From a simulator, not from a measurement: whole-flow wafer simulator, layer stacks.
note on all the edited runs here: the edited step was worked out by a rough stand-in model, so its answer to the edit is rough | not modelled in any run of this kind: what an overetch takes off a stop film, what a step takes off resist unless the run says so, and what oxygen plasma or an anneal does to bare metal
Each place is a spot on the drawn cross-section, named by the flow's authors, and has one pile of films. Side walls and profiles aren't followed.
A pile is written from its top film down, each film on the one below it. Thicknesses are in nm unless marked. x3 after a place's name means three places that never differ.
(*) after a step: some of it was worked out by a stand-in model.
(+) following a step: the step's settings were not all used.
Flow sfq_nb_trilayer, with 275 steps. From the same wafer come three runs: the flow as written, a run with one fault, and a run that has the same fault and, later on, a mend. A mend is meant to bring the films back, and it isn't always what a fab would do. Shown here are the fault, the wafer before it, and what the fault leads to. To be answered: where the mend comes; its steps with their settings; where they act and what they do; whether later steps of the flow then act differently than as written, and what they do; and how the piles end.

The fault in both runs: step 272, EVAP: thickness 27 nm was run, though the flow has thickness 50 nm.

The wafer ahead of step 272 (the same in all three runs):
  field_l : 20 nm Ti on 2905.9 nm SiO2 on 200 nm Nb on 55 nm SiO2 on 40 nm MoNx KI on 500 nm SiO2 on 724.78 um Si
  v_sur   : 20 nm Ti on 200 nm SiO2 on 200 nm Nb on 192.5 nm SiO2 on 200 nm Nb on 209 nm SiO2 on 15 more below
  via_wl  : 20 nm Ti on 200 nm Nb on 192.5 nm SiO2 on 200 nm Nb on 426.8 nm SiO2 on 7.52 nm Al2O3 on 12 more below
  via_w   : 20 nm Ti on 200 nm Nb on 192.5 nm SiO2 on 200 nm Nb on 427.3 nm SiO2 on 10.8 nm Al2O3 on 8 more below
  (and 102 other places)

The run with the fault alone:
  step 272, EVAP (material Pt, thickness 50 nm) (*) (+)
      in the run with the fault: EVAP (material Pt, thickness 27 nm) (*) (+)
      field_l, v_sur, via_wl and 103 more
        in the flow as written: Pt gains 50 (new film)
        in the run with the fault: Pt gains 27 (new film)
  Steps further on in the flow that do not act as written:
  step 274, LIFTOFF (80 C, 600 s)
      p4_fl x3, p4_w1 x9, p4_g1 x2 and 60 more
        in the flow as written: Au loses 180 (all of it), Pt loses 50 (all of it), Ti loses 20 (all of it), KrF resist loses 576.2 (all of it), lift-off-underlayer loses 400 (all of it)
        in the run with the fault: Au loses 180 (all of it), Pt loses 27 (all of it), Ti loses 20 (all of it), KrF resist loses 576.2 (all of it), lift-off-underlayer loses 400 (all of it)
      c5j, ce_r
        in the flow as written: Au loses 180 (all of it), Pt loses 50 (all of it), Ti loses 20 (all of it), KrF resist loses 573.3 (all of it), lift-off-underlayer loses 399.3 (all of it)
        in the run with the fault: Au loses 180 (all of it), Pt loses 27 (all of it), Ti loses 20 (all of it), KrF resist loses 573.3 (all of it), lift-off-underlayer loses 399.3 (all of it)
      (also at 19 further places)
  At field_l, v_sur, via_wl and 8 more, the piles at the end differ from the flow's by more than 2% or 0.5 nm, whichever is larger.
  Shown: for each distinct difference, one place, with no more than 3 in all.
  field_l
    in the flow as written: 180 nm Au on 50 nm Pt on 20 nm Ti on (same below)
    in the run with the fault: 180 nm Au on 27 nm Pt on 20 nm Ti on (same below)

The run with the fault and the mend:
  The mend stands after step 272.
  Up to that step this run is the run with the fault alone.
  step 272a, EVAP (material Pt, thickness 23 nm) (*) (+) (the flow's step 272 again, with other settings)
      field_l, v_sur, via_wl and 103 more
        Pt gains 23
  Later steps of the flow that are run all act as written at every place that is followed.
  The piles end the same as the flow's at every place that both follow.
